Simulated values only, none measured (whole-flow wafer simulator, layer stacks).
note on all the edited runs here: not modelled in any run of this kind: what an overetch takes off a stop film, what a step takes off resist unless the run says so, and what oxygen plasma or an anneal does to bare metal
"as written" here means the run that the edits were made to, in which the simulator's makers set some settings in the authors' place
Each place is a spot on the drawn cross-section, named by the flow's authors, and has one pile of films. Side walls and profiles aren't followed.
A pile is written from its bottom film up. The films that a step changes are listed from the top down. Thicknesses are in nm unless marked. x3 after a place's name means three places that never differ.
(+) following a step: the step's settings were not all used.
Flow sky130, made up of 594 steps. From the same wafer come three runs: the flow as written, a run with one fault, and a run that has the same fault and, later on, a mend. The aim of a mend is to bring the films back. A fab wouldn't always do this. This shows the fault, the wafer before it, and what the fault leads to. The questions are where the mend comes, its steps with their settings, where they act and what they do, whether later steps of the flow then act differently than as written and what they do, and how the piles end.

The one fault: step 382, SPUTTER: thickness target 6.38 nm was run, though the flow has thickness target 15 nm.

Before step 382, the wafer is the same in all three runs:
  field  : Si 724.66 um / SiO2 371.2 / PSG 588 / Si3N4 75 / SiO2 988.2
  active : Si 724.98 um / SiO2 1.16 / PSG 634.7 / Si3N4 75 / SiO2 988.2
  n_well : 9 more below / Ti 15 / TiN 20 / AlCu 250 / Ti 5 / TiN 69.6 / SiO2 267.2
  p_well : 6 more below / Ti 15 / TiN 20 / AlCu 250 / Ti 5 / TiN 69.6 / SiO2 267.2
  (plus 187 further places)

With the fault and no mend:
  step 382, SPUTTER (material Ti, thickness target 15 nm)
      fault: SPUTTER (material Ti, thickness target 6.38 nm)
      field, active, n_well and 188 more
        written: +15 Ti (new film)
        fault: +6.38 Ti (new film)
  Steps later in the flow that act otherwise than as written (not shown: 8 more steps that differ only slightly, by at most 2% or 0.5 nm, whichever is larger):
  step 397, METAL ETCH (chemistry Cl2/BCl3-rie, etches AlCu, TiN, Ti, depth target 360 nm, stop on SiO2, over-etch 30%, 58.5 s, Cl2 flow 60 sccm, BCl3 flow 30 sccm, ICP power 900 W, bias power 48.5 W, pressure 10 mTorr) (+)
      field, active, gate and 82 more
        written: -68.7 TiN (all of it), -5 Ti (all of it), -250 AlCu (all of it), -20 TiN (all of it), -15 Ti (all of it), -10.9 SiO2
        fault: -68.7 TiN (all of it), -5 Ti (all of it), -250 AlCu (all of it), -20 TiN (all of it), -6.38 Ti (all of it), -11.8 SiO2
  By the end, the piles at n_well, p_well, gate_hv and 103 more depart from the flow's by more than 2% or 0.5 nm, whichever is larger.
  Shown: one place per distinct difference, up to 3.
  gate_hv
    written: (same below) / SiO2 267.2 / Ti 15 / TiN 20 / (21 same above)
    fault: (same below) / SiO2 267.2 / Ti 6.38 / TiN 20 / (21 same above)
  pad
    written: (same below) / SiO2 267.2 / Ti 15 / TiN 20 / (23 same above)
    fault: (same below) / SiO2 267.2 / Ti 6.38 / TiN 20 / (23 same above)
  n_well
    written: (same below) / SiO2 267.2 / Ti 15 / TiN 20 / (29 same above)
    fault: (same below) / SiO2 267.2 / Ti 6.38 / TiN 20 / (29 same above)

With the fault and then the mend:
  The mend follows step 382.
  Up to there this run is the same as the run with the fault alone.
  step 382a, SPUTTER (material Ti, thickness target 8.62 nm) (a further turn of the flow's step 382, with different settings)
      field, active, n_well and 188 more
        +8.62 Ti
  Later steps of the flow that are run all act as written at every place that is followed.
  At every place that both follow, the piles at the end match the flow's.
